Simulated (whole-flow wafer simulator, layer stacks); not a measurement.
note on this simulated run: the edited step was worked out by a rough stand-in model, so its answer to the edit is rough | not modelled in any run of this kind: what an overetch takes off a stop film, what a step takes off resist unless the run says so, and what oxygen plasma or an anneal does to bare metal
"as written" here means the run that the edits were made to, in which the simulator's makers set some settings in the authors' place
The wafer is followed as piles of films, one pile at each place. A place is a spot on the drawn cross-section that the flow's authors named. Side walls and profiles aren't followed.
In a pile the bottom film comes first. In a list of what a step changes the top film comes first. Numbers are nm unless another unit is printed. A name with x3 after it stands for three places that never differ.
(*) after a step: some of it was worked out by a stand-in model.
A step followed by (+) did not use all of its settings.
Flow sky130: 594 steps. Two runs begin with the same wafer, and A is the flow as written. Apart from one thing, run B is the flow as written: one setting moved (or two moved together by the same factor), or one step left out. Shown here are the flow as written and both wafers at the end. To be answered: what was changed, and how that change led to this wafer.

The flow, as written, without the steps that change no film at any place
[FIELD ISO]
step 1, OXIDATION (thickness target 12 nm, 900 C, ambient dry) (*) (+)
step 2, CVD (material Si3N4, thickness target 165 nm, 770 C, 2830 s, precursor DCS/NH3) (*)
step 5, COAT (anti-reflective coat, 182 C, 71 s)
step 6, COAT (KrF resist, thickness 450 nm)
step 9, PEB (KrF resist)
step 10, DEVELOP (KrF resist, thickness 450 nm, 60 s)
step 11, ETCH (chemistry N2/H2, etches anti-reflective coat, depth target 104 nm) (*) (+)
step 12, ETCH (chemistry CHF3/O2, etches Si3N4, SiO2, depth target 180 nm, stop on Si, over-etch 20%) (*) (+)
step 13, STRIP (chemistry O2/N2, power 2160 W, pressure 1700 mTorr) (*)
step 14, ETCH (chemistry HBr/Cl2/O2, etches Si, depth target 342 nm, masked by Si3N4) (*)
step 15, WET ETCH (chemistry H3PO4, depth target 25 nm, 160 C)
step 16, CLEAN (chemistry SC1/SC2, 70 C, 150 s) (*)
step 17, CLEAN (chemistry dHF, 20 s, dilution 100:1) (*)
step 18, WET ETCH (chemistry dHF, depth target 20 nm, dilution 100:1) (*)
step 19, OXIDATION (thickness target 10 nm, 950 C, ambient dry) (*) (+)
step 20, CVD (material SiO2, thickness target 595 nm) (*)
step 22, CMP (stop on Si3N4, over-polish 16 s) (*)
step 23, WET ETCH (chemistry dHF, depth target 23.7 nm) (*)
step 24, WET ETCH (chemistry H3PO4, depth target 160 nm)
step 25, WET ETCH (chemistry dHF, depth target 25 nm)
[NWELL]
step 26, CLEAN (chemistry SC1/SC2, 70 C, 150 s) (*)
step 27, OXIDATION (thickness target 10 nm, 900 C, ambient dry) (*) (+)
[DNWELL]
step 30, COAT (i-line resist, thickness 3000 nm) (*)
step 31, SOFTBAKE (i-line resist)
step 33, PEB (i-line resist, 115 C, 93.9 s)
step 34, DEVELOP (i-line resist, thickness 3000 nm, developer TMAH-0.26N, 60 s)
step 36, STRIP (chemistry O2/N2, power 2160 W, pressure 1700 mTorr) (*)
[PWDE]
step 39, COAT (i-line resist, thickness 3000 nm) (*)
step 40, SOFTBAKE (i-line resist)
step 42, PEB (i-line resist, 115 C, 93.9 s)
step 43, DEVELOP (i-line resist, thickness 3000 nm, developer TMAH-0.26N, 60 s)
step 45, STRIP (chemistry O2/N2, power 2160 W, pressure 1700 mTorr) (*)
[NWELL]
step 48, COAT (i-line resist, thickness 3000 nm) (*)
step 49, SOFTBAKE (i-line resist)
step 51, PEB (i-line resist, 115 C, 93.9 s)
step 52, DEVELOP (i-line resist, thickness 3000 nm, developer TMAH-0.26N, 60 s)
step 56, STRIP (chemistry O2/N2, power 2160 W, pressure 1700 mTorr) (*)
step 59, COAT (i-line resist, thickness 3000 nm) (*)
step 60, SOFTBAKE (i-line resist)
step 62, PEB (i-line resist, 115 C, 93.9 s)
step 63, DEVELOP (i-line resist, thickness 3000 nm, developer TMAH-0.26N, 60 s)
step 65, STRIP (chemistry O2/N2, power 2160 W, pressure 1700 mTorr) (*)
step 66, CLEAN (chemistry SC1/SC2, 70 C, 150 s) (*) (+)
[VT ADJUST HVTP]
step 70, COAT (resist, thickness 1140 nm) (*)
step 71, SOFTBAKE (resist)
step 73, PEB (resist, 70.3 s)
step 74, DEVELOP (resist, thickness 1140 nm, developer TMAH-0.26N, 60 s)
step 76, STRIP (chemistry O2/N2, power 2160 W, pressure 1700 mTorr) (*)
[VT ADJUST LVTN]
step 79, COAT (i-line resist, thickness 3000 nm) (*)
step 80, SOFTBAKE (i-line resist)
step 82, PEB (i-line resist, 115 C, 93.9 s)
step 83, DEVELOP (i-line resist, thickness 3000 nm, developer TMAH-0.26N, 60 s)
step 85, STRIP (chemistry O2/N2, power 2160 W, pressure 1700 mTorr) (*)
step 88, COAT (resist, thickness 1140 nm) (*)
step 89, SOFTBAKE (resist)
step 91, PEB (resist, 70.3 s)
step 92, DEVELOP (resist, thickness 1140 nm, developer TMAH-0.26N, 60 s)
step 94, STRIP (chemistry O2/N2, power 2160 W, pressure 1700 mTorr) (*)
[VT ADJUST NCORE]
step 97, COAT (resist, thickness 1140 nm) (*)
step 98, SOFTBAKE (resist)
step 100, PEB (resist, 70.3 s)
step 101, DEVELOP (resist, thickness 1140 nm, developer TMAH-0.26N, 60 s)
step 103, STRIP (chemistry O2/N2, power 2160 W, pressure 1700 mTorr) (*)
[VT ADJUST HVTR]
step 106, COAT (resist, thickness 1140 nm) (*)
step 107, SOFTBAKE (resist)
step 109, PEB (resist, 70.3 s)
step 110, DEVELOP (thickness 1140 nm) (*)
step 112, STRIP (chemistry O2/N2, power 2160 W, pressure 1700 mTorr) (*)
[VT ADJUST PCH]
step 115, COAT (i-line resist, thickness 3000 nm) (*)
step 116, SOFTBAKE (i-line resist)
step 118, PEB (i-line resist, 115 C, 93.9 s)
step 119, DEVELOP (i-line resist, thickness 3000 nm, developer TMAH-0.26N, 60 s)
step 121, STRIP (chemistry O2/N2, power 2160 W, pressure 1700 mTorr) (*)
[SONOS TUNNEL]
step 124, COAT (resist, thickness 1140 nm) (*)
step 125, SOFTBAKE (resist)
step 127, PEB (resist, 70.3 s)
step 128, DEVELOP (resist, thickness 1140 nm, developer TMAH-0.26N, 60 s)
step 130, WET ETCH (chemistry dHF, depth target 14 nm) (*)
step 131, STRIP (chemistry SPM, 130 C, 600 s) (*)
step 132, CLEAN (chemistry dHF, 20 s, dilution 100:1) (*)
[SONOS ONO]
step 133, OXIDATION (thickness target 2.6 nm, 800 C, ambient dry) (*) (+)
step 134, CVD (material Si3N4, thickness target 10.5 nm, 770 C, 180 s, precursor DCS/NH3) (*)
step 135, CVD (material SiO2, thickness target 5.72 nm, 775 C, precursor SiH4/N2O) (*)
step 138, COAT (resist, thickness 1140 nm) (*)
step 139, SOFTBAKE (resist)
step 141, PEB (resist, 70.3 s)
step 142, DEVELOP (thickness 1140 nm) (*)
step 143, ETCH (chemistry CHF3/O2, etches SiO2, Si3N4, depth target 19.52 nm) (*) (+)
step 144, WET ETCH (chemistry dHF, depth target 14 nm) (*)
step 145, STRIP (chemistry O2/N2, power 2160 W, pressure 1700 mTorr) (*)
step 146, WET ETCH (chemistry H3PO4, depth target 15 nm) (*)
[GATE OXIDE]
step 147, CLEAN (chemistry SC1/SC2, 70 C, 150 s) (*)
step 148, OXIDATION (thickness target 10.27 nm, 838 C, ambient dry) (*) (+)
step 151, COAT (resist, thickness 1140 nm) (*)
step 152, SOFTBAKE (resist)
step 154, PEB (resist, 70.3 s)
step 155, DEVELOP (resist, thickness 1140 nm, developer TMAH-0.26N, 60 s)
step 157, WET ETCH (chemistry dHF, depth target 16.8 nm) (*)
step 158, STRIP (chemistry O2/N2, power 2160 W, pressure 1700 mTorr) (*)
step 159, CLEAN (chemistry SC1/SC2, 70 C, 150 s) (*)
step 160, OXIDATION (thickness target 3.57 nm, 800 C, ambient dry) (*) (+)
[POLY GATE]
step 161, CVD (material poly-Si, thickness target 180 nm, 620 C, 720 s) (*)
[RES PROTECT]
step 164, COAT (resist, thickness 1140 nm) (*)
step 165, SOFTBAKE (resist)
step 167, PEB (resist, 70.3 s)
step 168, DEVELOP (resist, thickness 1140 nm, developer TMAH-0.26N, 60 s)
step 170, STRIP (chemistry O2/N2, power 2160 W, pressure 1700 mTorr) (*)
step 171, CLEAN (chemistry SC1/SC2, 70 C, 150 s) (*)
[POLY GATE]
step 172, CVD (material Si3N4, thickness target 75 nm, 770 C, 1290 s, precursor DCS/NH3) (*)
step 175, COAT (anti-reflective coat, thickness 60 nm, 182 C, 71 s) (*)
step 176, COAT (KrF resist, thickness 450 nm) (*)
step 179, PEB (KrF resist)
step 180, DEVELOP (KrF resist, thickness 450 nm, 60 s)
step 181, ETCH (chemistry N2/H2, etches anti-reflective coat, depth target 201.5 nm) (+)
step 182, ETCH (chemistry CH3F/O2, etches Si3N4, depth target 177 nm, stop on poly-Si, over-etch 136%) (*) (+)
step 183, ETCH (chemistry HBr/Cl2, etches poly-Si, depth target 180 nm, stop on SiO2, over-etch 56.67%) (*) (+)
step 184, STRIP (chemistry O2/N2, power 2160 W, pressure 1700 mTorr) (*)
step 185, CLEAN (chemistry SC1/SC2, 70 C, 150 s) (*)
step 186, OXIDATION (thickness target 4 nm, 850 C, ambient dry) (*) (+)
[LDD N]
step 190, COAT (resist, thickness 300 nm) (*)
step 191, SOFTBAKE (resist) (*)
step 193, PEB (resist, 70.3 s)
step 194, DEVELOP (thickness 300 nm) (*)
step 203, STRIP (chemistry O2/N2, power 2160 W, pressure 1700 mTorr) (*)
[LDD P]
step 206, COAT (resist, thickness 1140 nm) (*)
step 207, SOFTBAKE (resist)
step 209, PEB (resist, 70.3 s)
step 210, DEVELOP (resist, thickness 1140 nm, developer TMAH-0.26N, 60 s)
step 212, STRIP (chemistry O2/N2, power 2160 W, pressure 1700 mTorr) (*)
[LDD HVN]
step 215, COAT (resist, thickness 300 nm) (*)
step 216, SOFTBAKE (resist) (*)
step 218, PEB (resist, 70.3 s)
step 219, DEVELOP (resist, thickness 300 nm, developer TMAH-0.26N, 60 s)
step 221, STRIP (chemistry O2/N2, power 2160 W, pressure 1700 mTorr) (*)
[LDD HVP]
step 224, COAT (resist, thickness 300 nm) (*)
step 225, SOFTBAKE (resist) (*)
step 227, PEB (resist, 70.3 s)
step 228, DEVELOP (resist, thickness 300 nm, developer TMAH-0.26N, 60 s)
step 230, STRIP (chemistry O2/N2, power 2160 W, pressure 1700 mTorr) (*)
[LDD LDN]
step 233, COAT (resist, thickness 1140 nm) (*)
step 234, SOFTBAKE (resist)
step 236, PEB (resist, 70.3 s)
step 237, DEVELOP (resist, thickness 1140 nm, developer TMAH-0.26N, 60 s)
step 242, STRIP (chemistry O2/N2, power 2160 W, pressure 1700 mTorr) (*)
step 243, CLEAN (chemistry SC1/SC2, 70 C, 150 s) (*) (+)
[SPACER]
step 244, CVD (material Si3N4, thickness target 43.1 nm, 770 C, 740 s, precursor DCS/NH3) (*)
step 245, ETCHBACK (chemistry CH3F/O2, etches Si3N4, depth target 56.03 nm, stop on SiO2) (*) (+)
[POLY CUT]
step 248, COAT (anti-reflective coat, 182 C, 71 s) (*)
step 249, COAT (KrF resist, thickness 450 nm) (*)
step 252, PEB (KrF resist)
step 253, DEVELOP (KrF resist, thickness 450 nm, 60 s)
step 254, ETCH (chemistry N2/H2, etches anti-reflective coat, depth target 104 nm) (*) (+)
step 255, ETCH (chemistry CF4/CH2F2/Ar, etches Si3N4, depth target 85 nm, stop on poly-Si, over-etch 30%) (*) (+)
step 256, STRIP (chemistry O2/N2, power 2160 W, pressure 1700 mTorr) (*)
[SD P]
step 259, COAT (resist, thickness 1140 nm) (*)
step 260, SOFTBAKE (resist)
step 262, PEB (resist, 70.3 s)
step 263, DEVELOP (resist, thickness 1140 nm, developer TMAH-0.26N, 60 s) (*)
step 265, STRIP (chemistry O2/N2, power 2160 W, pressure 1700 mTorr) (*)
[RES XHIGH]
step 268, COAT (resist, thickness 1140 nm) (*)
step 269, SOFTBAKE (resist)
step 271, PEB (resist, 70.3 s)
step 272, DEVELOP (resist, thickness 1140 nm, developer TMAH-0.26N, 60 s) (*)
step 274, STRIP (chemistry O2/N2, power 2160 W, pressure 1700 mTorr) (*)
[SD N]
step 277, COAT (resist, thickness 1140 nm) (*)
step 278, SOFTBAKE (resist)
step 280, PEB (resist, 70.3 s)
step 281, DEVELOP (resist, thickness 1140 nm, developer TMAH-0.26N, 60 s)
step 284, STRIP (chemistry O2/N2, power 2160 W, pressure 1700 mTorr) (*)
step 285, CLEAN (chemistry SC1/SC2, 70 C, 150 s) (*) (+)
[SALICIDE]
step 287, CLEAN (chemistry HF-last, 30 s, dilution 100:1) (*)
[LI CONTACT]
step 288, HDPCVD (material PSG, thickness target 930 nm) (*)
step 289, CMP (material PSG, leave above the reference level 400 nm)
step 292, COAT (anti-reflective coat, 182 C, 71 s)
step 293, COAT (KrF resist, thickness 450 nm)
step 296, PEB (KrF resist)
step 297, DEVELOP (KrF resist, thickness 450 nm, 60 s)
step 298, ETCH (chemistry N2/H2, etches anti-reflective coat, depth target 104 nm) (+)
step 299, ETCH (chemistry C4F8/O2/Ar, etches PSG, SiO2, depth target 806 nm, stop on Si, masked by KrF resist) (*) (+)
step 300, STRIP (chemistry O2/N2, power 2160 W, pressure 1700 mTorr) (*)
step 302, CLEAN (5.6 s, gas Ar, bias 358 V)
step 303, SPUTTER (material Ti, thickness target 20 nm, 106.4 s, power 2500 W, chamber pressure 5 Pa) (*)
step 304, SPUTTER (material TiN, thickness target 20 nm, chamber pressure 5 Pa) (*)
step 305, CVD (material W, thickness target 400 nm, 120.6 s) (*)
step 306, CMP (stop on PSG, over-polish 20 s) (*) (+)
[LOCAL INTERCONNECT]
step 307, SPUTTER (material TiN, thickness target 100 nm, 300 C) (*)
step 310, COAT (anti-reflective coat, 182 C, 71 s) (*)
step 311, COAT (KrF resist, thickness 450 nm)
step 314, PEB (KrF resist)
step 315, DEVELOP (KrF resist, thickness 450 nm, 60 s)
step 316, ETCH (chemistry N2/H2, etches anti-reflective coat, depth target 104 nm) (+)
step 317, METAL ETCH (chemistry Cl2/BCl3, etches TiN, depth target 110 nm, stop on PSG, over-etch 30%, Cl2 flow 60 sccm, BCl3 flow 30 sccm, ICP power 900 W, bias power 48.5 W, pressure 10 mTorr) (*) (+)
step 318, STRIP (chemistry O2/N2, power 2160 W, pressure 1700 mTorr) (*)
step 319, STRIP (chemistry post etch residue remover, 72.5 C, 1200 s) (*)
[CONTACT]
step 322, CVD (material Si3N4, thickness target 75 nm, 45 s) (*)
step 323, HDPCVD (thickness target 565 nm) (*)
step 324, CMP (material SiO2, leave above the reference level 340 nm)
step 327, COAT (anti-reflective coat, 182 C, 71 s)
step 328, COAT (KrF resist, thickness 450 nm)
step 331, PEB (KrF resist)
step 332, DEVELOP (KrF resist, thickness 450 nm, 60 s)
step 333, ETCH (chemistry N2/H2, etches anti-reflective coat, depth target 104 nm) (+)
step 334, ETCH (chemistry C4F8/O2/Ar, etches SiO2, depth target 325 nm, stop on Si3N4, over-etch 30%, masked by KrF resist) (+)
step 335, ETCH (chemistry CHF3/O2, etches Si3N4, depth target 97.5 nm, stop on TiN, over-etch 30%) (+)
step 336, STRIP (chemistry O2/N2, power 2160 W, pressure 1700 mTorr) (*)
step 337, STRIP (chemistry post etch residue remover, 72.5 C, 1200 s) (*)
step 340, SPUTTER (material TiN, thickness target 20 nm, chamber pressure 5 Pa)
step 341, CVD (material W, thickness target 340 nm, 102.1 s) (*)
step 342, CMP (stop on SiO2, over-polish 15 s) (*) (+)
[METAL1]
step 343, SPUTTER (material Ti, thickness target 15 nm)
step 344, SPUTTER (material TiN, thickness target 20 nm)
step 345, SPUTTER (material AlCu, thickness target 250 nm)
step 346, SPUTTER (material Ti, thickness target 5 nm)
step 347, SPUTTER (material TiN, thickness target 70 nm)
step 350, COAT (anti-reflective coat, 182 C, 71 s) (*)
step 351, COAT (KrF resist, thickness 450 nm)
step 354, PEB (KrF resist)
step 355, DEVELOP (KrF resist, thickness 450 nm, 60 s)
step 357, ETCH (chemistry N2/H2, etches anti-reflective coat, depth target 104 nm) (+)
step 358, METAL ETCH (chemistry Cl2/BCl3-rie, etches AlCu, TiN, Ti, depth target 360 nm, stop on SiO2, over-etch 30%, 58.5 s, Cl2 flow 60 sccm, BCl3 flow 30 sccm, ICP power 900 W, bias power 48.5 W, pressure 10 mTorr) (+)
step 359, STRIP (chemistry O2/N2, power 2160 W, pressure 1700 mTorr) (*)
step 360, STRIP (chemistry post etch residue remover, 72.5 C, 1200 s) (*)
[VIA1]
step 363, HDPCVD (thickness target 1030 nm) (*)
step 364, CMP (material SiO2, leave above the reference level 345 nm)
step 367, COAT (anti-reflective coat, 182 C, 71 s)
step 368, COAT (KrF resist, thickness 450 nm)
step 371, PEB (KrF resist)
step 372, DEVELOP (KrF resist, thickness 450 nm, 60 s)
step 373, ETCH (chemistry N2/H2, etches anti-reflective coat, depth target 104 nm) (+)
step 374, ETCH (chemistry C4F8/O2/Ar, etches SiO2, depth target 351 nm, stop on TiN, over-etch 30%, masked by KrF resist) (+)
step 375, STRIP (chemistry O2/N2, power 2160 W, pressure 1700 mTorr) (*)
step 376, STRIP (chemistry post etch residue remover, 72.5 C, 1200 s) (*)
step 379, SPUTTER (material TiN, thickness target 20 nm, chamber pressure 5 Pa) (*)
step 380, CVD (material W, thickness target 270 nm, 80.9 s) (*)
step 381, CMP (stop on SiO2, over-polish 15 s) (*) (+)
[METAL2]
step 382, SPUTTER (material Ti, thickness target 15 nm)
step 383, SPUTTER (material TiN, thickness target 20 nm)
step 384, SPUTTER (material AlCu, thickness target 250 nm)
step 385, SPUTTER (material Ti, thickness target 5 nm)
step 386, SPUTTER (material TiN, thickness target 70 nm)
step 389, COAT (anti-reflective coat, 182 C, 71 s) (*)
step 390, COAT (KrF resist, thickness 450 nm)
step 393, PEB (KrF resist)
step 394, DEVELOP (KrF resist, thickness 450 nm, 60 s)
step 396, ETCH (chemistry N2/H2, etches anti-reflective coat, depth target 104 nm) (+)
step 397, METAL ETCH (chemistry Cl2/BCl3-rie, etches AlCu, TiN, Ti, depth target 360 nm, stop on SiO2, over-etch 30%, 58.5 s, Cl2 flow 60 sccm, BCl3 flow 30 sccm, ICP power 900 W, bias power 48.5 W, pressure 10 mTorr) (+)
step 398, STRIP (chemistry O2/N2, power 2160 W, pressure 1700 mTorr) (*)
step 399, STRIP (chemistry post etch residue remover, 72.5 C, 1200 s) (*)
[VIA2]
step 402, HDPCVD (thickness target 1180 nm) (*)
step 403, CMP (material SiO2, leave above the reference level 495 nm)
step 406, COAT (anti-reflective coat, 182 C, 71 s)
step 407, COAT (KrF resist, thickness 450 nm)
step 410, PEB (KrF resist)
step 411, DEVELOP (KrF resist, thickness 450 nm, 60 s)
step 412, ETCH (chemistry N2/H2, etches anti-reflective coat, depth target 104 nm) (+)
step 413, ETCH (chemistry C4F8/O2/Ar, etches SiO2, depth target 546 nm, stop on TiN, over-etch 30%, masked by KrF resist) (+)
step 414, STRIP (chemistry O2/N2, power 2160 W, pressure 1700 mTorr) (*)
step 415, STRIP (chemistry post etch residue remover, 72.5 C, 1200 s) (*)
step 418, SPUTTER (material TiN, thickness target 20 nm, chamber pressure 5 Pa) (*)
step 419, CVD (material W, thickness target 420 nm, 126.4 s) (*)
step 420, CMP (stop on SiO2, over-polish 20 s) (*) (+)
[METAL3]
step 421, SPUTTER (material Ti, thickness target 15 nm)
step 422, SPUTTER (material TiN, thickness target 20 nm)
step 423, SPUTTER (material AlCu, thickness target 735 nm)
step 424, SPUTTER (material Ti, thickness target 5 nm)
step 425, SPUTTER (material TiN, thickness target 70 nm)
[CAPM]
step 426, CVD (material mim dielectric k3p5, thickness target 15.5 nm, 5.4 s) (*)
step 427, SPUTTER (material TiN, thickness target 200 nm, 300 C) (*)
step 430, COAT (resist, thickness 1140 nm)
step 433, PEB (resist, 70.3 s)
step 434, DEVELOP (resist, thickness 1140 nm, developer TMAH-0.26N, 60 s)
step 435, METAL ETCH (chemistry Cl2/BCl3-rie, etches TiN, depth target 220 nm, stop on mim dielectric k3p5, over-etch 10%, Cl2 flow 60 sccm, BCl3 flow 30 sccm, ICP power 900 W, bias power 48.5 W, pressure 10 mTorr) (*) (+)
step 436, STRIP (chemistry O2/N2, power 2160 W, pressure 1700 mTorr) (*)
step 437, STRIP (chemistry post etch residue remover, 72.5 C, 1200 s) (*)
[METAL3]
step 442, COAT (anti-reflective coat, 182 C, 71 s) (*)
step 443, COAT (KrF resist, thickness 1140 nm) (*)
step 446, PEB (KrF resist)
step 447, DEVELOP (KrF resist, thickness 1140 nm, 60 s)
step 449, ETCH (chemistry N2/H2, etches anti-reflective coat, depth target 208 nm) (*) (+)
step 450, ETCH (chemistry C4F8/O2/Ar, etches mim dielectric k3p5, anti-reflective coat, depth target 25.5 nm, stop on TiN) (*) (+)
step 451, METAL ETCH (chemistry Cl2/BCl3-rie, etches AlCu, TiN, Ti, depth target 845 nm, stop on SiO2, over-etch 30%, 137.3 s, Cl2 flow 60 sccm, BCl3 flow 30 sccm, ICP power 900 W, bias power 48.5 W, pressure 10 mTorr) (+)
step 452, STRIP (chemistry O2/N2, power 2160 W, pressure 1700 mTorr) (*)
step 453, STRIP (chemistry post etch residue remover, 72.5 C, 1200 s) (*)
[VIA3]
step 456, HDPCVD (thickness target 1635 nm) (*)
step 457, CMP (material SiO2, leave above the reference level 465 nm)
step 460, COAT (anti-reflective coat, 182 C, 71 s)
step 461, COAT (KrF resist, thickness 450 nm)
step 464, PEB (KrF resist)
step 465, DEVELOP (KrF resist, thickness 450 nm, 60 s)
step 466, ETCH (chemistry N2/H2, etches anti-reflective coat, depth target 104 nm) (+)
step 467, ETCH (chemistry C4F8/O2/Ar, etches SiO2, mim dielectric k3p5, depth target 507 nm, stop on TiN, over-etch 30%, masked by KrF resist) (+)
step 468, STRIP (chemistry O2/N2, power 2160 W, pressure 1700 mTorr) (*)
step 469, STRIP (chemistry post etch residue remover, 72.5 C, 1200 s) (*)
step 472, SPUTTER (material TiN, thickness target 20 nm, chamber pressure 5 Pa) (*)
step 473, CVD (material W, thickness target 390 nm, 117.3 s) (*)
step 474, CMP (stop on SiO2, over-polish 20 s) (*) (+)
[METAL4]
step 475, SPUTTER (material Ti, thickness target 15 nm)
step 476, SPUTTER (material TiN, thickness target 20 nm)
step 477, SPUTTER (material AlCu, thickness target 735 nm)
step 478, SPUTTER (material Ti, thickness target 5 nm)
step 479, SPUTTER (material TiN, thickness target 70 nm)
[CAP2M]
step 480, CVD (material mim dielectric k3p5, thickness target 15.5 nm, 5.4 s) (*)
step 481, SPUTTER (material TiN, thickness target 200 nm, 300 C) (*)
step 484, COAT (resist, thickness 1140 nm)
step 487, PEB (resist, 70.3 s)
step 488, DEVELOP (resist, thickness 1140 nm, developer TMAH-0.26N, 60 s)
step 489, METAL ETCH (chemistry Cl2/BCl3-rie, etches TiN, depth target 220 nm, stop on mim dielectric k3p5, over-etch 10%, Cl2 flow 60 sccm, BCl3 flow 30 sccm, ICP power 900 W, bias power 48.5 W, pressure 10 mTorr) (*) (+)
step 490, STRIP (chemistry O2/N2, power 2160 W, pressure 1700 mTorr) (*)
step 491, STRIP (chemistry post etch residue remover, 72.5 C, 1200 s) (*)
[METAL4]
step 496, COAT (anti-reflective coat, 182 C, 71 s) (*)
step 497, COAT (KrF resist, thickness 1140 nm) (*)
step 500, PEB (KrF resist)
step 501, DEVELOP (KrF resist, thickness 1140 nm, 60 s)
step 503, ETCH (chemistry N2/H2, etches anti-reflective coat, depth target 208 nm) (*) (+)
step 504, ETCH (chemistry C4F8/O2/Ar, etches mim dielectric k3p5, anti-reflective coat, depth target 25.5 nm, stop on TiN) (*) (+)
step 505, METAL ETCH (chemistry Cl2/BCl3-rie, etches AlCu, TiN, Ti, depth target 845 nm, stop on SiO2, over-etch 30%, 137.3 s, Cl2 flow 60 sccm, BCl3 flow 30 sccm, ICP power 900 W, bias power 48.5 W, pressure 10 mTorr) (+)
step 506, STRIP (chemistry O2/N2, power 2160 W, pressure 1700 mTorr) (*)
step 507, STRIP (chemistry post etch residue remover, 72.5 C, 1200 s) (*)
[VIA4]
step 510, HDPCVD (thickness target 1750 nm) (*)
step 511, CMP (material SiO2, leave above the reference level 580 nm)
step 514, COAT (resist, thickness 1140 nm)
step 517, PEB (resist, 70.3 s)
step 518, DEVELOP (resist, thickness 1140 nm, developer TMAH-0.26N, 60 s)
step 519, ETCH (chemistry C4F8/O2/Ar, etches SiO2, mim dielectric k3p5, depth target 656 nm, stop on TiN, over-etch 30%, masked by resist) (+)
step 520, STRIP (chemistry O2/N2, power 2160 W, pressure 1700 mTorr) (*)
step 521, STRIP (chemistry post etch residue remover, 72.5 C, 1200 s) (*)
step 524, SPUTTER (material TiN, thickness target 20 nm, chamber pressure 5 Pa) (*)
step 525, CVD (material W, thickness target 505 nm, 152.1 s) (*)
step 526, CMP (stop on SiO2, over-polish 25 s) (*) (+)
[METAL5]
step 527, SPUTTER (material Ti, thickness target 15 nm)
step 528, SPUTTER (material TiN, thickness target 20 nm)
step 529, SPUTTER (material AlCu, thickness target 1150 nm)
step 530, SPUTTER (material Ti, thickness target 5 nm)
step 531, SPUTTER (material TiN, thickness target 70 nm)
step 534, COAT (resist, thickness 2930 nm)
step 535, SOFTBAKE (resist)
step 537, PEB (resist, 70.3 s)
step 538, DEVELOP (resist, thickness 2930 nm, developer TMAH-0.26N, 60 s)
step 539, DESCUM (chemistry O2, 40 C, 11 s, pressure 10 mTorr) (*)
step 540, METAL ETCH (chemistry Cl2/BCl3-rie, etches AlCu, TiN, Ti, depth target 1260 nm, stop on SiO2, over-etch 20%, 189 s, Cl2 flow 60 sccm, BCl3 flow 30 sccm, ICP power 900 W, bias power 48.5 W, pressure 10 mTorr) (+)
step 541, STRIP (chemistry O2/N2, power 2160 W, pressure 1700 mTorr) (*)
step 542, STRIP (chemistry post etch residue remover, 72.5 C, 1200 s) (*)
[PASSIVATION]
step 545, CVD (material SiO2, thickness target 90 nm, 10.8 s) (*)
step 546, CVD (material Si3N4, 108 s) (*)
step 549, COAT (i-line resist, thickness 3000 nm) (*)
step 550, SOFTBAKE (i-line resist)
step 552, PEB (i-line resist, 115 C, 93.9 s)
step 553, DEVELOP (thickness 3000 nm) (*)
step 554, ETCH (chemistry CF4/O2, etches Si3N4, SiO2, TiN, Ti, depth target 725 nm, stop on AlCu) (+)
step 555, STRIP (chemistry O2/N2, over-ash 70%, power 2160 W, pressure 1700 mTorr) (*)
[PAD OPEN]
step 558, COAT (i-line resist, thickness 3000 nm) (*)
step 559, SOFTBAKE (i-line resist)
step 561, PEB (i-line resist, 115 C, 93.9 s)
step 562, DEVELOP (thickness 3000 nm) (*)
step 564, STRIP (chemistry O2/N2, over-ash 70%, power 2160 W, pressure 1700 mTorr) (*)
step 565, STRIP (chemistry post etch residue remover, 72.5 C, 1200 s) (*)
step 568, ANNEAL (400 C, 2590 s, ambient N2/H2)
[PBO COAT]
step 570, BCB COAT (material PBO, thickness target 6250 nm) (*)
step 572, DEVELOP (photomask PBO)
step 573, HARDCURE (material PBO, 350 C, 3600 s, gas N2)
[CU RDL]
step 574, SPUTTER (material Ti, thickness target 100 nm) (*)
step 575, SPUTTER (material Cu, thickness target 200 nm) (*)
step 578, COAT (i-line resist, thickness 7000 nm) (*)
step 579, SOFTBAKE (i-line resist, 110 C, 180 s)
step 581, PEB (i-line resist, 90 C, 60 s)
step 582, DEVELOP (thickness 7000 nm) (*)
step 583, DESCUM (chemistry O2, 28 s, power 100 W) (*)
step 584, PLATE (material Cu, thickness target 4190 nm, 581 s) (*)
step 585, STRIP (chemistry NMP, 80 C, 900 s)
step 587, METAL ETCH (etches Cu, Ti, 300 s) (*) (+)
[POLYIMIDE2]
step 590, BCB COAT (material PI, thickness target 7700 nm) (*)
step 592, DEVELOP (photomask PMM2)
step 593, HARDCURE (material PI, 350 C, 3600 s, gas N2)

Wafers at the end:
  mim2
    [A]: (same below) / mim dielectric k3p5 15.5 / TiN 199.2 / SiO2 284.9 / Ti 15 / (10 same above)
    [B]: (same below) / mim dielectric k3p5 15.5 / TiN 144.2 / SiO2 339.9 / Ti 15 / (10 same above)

What caused this: step 481, SPUTTER: thickness target 145 nm was run, though the flow has thickness target 200 nm.

How this came from the change, step by step:
  step 481, SPUTTER (material TiN, thickness target 200 nm, 300 C) (*)
      field, active, n_well and 189 more: A +200 TiN (new film) | B +145 TiN (new film)
  step 489, METAL ETCH (chemistry Cl2/BCl3-rie, etches TiN, depth target 220 nm, stop on mim dielectric k3p5, over-etch 10%, Cl2 flow 60 sccm, BCl3 flow 30 sccm, ICP power 900 W, bias power 48.5 W, pressure 10 mTorr) (*) (+)
      field, active, n_well and 188 more: A -200 TiN (all of it) | B -145 TiN (all of it)
      mim2: A -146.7 resist | B -106.3 resist
  step 490, STRIP (chemistry O2/N2, power 2160 W, pressure 1700 mTorr) (*)
      mim2: A -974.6 resist (all of it) | B -1014.9 resist (all of it)
  step 496, COAT (anti-reflective coat, 182 C, 71 s) (*)
      iso_guard__w2: A +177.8 anti-reflective coat (new film) | B +141.7 anti-reflective coat (new film)
      mim2: A +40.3 anti-reflective coat (new film) | B +30.2 anti-reflective coat (new film)
  step 497, COAT (KrF resist, thickness 1140 nm) (*)
      iso_guard__w2: A +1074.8 KrF resist (new film) | B +1098.9 KrF resist (new film)
      mim2: A +1018.9 KrF resist (new film) | B +1069.1 KrF resist (new film)
  step 506, STRIP (chemistry O2/N2, power 2160 W, pressure 1700 mTorr) (*)
      iso_guard__w2: A -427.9 KrF resist (all of it), -177.8 anti-reflective coat (all of it) | B -451.9 KrF resist (all of it), -141.7 anti-reflective coat (all of it)
      mim2: A -372.1 KrF resist (all of it), -40.3 anti-reflective coat (all of it) | B -422.1 KrF resist (all of it), -30.2 anti-reflective coat (all of it)
  step 511, CMP (material SiO2, leave above the reference level 580 nm)
      mim2: A -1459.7 SiO2 | B -1404.7 SiO2
